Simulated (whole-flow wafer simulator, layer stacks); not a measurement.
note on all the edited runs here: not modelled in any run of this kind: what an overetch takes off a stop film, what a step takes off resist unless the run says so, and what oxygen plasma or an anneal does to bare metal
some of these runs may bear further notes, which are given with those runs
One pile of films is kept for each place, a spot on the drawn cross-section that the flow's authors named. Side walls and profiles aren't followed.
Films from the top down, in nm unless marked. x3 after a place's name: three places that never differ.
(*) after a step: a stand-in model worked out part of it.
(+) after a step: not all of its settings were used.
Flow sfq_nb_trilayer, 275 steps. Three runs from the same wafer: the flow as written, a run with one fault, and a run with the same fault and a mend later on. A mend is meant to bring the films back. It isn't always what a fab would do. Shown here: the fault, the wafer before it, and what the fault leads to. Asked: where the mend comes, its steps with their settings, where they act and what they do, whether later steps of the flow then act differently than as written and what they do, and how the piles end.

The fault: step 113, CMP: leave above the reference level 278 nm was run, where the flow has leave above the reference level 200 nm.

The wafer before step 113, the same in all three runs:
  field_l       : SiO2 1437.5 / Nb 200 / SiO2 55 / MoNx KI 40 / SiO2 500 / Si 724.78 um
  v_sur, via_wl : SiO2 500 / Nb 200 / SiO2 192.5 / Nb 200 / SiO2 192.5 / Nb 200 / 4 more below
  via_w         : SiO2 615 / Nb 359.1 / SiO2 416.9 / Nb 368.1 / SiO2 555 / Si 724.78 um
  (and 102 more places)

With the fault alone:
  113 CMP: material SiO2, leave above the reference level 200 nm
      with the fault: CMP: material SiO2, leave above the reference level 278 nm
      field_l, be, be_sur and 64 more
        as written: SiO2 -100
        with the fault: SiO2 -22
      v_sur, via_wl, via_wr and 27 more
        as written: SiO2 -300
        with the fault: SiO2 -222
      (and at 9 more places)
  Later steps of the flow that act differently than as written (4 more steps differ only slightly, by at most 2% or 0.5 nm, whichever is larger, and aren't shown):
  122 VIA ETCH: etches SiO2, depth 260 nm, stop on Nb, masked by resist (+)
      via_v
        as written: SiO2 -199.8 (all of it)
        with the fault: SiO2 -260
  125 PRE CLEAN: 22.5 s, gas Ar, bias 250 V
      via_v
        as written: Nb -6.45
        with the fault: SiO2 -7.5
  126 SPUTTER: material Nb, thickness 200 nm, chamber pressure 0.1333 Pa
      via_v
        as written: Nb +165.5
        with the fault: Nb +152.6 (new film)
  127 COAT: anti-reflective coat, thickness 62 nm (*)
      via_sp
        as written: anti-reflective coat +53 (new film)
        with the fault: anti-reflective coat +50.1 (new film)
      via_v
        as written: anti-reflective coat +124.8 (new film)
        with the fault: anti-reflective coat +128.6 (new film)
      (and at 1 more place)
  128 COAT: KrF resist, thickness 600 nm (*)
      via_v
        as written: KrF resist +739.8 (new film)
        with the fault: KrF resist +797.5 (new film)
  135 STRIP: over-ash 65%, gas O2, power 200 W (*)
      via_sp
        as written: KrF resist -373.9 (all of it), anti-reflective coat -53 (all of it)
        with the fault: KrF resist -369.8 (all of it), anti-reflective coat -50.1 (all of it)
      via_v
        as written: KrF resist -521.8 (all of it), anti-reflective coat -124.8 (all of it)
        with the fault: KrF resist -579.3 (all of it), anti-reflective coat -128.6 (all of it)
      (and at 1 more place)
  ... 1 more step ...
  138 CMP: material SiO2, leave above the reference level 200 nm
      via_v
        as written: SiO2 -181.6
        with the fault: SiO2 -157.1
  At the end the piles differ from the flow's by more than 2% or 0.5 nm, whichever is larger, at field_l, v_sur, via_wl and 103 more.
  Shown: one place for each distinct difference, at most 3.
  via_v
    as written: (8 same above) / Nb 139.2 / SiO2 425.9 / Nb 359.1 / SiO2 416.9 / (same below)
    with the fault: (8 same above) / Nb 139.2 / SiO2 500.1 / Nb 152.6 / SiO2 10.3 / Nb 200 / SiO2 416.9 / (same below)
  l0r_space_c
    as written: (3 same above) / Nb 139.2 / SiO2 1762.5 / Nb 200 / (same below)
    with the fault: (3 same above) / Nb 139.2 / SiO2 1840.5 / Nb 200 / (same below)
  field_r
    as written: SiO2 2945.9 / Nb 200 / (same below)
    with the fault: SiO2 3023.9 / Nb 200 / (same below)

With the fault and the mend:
  The mend comes after step 114.
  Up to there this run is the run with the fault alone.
  114a CMP: material SiO2, leave above the reference level 200 nm (the flow's step 113 once more)
      field_l, v_sur, via_wl and 103 more
        SiO2 -78
  No later step of the flow acts differently than as written at any place that is followed.
  At the end the piles are the same as the flow's at every place that both follow.
